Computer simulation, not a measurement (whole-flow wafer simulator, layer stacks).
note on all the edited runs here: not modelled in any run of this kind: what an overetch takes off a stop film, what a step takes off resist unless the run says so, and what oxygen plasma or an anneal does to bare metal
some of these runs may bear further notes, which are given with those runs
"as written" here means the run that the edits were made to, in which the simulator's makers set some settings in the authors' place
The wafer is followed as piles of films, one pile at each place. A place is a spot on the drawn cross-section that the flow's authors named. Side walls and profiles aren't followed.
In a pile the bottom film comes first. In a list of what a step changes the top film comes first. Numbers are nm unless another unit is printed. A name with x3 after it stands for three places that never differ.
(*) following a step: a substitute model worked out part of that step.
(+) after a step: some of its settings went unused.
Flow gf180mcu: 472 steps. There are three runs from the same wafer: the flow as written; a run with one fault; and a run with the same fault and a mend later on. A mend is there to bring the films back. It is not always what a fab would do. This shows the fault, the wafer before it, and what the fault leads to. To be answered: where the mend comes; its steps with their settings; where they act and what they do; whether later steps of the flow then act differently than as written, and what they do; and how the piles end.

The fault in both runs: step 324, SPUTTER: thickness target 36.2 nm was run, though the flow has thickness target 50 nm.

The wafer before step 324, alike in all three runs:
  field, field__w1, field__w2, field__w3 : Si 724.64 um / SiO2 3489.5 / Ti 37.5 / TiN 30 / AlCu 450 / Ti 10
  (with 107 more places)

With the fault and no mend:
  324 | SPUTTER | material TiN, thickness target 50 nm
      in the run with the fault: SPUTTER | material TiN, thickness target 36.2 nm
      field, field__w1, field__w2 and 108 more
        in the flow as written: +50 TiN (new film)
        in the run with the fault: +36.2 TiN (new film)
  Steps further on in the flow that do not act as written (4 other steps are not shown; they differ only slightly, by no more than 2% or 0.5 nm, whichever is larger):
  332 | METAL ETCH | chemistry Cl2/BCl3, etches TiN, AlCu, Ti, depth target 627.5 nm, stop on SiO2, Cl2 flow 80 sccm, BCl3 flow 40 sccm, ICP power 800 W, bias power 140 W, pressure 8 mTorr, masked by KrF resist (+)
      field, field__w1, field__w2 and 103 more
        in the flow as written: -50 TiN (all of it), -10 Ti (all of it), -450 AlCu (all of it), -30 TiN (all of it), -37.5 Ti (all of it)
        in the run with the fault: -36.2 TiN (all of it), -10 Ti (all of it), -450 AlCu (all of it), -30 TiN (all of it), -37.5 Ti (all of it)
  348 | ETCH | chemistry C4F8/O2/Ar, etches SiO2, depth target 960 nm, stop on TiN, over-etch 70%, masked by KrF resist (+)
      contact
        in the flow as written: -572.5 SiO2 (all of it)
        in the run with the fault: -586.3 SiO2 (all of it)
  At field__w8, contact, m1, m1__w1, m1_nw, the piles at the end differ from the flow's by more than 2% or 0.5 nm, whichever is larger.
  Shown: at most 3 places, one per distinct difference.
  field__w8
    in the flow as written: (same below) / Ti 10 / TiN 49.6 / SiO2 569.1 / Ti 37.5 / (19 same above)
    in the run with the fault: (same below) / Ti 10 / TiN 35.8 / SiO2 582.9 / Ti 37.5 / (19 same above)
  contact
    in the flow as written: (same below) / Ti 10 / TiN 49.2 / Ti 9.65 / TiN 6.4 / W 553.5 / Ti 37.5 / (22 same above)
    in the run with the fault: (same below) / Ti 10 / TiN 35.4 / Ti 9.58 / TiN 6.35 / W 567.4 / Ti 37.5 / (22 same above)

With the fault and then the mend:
  The mend follows step 331.
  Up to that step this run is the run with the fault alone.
  331a | STRIP | chemistry O2/N2, power 2160 W, pressure 1700 mTorr (*)
      field__w8, contact, m1, m1__w1, m1_nw
        -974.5 KrF resist (all of it)
  331b | SPUTTER | material TiN, thickness target 13.8 nm (the flow's step 324 again, with other settings)
      field, field__w1, field__w2 and 108 more
        +13.8 TiN
  331c | HMDS | 120 C, 60 s (the flow's step 326 again)
      leaves every film unchanged at each place that is followed
  331d | COAT | KrF resist, thickness 1000 nm (the flow's step 327 again)
      field, field__w1, field__w2 and 108 more
        +1000 KrF resist (new film)
  331e | SOFTBAKE | KrF resist (the flow's step 328 again)
      leaves every film unchanged at each place that is followed
  331f | EXPOSE | photomask Metal3 (the flow's step 329 again)
      leaves every film unchanged at each place that is followed
  331g | PEB | KrF resist, 135 C, 90 s (the flow's step 330 again)
      field, field__w1, field__w2 and 108 more
        -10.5 KrF resist
  331h | DEVELOP | thickness 1000 nm, 60 s (the flow's step 331 again)
      field, field__w1, field__w2 and 103 more
        -989.5 KrF resist (all of it)
      field__w8, contact, m1, m1__w1, m1_nw
        -14.9 KrF resist
  Later steps of the flow that are run all act as written at every place that is followed.
  By the end, the piles equal the flow's at every place that both follow.
